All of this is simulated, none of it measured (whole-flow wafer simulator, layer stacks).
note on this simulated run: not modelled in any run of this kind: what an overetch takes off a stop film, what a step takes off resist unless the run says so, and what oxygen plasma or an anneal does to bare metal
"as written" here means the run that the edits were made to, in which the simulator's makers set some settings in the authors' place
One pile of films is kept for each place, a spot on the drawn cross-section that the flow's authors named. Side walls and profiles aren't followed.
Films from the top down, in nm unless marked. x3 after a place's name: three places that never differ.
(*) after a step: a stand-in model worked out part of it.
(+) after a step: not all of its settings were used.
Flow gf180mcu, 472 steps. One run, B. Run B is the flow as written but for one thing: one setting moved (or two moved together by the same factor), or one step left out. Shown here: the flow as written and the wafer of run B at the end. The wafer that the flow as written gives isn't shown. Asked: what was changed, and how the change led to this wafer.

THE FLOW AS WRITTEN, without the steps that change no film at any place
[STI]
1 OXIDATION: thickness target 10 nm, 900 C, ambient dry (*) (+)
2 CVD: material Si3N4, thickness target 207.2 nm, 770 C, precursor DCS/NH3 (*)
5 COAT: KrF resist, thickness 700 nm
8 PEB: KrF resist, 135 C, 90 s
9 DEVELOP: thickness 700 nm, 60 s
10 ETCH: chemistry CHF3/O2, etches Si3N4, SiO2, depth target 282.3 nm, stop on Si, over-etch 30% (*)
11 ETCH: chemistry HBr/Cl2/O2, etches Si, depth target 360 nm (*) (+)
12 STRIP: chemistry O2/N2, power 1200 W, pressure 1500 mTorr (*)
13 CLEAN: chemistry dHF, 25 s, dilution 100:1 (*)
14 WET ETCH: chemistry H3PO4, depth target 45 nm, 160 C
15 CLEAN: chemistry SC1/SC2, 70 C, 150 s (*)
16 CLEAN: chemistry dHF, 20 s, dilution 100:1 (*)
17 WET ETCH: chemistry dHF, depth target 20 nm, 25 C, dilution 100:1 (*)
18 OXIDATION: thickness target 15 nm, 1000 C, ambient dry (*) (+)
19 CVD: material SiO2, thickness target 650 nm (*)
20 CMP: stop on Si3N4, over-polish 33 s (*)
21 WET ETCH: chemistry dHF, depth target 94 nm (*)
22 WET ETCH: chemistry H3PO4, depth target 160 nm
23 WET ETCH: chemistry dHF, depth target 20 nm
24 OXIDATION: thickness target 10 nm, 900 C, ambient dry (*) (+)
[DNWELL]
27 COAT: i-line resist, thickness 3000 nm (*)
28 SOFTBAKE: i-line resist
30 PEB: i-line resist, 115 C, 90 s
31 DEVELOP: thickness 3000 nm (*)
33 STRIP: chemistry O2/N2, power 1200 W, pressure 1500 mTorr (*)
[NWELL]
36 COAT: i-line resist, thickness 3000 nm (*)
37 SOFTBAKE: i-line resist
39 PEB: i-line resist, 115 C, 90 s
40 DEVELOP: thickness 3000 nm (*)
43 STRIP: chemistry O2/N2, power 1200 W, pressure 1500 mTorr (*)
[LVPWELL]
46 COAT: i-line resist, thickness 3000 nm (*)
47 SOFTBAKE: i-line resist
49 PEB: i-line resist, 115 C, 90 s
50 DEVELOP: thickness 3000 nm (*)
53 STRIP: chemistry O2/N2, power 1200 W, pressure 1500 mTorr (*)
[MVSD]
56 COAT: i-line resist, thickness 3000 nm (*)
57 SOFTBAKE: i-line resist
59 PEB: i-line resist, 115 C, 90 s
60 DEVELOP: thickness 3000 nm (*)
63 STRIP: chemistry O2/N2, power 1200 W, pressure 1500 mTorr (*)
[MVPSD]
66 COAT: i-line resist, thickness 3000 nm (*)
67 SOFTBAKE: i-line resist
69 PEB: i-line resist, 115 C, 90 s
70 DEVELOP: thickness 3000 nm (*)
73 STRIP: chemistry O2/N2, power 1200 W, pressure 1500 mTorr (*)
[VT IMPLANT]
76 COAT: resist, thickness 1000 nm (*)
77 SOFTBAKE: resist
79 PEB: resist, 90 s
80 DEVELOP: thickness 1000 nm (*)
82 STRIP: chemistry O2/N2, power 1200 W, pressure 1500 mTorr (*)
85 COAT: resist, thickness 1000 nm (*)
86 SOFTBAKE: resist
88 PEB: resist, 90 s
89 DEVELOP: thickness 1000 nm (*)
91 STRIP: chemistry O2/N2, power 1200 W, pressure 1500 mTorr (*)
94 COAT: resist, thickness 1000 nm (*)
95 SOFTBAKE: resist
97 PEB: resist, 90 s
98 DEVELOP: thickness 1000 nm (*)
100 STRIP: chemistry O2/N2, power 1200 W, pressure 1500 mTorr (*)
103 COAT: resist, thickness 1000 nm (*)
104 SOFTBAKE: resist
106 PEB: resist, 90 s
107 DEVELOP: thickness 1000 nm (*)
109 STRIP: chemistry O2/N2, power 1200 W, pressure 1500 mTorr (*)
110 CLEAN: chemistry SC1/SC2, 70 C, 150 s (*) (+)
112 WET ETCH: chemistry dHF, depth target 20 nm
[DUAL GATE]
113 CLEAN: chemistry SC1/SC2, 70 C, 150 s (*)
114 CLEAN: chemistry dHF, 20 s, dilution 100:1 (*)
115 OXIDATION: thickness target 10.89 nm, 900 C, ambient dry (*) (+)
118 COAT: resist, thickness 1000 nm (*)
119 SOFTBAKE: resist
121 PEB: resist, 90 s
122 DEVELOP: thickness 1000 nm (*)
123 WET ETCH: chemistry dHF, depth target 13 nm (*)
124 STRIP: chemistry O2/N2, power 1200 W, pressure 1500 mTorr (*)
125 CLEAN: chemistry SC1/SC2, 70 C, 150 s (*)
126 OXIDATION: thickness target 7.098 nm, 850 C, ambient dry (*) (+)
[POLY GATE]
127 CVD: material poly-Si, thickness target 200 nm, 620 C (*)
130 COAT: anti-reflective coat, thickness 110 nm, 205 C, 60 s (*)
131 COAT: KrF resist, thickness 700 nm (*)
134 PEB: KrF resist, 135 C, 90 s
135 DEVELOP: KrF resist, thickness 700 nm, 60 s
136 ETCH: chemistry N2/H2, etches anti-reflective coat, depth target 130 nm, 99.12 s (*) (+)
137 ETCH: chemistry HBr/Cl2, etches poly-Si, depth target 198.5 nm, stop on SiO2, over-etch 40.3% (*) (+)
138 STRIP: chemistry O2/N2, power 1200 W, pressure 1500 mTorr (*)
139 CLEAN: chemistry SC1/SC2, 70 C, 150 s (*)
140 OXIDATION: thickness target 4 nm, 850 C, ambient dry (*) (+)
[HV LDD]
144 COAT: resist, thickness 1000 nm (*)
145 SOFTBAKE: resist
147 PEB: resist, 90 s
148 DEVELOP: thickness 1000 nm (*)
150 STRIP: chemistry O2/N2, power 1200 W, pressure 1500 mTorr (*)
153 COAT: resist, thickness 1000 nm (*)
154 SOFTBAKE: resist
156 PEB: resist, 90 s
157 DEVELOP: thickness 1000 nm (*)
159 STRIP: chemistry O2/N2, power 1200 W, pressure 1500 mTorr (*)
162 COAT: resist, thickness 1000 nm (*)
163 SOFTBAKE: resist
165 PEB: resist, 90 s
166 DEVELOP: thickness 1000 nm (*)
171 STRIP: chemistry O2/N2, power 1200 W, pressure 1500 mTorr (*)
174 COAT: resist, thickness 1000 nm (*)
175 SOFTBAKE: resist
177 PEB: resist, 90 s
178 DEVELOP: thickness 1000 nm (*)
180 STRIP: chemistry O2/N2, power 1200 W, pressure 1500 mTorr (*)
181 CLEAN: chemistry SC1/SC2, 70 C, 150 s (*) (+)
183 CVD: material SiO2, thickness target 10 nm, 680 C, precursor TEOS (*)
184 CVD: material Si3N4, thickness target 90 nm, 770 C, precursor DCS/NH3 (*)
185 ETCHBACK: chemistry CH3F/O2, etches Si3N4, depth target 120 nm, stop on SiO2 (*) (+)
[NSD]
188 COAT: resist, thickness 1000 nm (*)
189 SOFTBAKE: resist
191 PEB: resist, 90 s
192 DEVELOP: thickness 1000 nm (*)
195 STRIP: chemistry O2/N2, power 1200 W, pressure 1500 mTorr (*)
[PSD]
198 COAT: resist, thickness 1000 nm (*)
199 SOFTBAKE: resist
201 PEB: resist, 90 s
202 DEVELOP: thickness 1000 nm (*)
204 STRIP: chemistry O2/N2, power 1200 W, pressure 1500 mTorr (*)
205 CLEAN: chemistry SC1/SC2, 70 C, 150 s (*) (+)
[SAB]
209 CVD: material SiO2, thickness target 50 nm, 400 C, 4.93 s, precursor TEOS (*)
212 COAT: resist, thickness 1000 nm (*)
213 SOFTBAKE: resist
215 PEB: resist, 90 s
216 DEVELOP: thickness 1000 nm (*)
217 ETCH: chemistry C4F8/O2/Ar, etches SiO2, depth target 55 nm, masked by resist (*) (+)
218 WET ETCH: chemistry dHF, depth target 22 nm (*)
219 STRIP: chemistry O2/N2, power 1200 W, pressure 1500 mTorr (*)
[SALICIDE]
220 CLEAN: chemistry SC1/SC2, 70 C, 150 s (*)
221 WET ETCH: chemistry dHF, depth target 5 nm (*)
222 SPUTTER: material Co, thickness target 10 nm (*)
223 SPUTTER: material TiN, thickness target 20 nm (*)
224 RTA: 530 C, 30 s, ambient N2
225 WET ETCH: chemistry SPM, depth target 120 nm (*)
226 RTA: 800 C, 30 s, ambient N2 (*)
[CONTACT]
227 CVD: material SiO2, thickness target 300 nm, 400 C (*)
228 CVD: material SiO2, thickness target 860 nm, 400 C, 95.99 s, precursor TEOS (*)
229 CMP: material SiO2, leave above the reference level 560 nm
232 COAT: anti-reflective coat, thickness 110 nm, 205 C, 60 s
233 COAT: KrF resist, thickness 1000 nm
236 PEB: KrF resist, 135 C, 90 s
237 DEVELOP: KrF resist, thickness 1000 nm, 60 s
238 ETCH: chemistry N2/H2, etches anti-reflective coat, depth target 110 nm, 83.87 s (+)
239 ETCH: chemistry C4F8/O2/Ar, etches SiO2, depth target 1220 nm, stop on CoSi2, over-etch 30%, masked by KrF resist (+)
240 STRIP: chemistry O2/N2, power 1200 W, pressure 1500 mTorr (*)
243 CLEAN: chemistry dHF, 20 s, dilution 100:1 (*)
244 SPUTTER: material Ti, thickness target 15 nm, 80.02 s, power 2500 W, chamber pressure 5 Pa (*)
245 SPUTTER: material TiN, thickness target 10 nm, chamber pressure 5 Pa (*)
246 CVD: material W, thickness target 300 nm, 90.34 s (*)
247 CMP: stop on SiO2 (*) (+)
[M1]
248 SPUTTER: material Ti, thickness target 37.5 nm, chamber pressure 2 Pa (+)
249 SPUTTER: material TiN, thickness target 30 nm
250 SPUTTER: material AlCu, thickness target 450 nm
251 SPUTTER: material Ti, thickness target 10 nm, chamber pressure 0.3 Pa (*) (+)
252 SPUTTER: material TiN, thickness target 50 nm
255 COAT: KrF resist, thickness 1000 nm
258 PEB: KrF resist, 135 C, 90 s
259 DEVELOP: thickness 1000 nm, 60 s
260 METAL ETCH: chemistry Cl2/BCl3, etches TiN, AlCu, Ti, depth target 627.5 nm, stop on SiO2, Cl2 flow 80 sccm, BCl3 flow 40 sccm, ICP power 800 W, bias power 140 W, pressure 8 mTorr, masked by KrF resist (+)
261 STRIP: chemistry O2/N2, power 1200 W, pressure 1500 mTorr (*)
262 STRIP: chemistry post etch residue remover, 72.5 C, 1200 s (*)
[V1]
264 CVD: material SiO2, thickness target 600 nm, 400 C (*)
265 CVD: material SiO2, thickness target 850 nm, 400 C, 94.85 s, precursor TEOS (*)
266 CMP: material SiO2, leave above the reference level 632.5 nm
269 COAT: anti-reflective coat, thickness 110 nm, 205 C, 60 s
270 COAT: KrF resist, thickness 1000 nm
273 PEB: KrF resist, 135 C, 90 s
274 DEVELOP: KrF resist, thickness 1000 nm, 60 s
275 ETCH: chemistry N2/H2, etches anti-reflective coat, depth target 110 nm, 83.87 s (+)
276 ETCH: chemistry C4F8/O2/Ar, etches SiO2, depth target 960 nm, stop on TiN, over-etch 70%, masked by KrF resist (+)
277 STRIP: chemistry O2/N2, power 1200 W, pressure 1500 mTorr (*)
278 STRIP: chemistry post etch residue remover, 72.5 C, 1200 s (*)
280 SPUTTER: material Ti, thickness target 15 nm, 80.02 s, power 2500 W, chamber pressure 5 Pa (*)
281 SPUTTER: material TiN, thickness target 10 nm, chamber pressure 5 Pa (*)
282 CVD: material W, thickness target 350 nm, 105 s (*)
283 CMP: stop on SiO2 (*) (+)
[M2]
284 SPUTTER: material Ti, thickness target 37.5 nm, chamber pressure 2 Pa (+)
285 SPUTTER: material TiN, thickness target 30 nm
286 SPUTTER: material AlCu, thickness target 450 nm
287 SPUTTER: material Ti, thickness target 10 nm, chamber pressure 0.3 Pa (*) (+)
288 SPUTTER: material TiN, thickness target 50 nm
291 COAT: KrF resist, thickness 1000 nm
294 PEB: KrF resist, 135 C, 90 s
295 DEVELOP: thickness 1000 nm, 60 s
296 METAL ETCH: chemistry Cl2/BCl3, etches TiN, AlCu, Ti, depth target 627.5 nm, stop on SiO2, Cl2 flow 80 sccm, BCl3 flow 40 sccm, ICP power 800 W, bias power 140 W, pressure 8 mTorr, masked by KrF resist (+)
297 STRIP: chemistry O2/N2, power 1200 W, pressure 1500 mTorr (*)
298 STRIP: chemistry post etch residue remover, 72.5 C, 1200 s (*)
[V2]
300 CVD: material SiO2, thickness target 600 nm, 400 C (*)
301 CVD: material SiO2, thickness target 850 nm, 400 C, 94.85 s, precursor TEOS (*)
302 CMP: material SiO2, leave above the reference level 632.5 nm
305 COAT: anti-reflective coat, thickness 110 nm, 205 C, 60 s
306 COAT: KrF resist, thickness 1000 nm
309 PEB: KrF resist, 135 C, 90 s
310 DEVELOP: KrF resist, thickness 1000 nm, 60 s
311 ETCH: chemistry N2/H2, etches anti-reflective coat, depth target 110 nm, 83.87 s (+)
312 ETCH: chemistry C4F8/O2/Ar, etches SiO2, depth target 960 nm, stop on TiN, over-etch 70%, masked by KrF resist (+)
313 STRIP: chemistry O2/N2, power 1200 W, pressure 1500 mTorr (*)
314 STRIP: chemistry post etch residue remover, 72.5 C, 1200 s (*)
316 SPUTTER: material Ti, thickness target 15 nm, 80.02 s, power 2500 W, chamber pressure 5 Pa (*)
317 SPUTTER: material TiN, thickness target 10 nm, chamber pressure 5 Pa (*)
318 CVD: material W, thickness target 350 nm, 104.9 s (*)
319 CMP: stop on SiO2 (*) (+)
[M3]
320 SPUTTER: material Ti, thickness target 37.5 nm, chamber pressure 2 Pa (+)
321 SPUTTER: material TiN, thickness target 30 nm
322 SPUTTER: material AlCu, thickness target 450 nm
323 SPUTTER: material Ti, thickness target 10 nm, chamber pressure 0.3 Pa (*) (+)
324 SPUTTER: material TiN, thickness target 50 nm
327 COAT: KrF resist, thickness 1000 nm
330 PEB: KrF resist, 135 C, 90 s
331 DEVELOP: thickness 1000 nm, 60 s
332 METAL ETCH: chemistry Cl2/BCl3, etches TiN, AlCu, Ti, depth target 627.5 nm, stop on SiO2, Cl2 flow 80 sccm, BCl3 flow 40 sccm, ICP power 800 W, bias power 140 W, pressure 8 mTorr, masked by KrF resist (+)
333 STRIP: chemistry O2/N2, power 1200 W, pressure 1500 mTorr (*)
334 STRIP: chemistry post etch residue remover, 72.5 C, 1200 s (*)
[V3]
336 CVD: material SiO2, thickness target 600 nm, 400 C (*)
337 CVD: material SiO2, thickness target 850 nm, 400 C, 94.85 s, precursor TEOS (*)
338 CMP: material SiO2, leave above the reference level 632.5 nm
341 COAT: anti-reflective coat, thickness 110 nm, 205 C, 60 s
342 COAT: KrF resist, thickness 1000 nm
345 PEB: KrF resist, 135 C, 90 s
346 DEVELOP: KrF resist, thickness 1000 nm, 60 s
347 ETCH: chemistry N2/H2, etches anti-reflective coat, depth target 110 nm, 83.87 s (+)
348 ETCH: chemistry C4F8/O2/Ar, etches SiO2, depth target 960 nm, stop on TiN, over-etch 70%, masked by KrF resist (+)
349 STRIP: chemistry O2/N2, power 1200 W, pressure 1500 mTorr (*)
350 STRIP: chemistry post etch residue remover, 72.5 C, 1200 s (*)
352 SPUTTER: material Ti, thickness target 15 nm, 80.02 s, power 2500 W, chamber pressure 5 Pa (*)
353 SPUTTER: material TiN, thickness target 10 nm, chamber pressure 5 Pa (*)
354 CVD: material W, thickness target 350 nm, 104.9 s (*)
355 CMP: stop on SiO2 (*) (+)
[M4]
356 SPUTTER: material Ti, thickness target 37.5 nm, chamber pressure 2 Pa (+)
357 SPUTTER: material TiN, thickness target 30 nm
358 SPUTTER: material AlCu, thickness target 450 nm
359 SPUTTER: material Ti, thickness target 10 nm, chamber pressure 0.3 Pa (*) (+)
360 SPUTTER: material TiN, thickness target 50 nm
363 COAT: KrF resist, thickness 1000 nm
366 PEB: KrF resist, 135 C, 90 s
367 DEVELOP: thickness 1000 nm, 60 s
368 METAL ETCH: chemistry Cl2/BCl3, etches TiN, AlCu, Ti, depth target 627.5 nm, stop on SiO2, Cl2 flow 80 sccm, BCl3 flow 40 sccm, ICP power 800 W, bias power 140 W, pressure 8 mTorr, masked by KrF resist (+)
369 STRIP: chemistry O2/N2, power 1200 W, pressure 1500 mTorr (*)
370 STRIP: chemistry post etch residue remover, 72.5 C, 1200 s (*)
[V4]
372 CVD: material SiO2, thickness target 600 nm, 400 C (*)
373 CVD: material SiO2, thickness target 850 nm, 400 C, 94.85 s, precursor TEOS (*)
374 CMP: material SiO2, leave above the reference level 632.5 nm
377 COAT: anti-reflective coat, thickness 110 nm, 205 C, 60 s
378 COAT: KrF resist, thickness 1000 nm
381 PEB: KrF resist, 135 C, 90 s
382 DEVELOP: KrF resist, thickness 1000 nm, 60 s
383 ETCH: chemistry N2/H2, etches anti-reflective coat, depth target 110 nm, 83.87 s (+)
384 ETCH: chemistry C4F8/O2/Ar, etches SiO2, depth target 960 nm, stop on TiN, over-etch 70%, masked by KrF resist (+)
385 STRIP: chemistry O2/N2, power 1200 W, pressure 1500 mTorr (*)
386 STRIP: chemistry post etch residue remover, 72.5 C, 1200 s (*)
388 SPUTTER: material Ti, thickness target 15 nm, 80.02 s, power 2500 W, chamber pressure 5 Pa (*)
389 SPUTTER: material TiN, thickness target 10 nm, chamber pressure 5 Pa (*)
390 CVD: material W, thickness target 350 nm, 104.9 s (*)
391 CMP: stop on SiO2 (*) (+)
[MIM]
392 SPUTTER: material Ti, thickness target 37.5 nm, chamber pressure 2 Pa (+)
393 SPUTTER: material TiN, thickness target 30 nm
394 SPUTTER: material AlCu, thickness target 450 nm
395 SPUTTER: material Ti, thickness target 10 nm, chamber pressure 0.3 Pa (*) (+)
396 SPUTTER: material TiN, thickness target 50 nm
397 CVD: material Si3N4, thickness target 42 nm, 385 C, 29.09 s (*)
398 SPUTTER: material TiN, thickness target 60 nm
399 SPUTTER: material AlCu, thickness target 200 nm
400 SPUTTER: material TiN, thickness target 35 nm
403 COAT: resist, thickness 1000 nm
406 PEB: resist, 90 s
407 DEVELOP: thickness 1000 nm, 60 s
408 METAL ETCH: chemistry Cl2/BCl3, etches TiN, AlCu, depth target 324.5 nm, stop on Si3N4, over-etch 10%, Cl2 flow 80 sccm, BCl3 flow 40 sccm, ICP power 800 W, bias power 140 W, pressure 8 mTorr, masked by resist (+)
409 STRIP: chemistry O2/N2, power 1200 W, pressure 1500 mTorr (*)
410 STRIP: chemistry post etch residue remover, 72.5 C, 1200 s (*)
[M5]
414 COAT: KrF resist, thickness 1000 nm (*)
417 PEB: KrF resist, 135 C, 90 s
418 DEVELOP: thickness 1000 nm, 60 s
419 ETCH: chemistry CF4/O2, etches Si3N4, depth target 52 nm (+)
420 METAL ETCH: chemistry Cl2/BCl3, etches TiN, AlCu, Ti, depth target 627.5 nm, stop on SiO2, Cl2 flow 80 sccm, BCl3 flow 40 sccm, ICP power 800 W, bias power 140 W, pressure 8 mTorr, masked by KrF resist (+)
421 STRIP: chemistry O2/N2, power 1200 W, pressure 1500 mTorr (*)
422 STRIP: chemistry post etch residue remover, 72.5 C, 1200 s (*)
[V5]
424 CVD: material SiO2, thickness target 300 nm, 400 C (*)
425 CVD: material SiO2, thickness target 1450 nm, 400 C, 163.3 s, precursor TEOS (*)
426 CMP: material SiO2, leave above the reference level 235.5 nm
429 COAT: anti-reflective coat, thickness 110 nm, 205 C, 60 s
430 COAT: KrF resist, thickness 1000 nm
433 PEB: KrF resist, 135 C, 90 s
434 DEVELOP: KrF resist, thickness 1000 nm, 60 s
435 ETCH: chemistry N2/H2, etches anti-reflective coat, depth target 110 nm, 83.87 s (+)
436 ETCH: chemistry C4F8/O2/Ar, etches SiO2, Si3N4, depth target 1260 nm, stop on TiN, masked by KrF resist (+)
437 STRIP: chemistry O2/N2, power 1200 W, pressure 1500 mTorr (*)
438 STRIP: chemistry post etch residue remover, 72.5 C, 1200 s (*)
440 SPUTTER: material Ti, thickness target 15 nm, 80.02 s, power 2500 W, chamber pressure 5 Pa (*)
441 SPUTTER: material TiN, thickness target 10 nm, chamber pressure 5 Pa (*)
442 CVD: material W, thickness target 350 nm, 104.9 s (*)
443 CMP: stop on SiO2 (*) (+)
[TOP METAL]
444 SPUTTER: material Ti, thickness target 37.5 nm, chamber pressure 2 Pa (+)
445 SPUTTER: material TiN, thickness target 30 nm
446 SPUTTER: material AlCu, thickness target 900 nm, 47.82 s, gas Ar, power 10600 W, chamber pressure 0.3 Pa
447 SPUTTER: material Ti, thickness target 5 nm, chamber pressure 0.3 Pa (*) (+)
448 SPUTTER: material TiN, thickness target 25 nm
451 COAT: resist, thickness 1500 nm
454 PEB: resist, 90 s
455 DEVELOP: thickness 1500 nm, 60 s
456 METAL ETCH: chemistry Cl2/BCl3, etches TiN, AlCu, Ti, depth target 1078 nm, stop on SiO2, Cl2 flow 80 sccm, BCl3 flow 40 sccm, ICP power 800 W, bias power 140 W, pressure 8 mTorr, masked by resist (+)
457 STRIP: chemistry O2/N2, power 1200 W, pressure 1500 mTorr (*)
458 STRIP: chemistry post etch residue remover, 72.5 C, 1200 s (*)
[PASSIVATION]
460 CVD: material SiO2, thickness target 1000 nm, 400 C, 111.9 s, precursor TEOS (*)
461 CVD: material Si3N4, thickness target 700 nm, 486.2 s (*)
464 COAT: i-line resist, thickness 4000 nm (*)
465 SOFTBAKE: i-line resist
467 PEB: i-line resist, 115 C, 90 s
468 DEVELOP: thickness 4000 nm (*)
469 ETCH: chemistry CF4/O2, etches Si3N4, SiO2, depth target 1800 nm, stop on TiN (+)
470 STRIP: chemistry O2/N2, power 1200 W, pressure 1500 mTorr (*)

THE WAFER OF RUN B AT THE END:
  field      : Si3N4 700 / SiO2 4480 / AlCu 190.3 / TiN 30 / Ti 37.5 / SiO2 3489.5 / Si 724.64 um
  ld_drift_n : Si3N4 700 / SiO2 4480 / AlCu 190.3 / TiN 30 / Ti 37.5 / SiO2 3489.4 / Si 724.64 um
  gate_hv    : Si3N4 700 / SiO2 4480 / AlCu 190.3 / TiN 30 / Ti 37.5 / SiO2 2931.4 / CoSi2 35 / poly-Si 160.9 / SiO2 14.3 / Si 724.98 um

The cause: step 332, METAL ETCH: depth target 314 nm was run, where the flow has depth target 627.5 nm.

How the change led to this, step by step:
  332 METAL ETCH: chemistry Cl2/BCl3, etches TiN, AlCu, Ti, depth target 627.5 nm, stop on SiO2, Cl2 flow 80 sccm, BCl3 flow 40 sccm, ICP power 800 W, bias power 140 W, pressure 8 mTorr, masked by KrF resist (+)
      field, field__w1, field__w2 and 103 more: TiN -50 (all of it), Ti -10 (all of it), AlCu -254 (as written it would be: TiN -50 (all of it), Ti -10 (all of it), AlCu -450 (all of it), TiN -30 (all of it), Ti -37.5 (all of it))
      field__w8, contact, m1, m1__w1, m1_nw: KrF resist -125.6 (as written it would be: KrF resist -251)
  333 STRIP: chemistry O2/N2, power 1200 W, pressure 1500 mTorr (*)
      field__w8, contact, m1, m1__w1, m1_nw: KrF resist -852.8 (all of it) (as written it would be: KrF resist -727.4 (all of it))
  334 STRIP: chemistry post etch residue remover, 72.5 C, 1200 s (*)
      field, field__w1, field__w2 and 103 more: AlCu -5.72 (as written it would be: nothing)
  336 CVD: material SiO2, thickness target 600 nm, 400 C (*)
      field, field__w1, field__w2 and 103 more: SiO2 +600 (new film) (as written it would be: SiO2 +600)
  338 CMP: material SiO2, leave above the reference level 632.5 nm
      field, field__w1, field__w2 and 103 more: SiO2 -557.8 (as written it would be: SiO2 -300)
Counting metal films that touch as one body, field has 1 body; the flow as written gives 0 bodies.
Counting metal films that touch as one body, ld_drift_n has 1 body; the flow as written gives 0 bodies.
Counting metal films that touch as one body, gate_hv has 2 bodies (between them, from the top down: SiO2 2931.4); the flow as written gives 1 body.
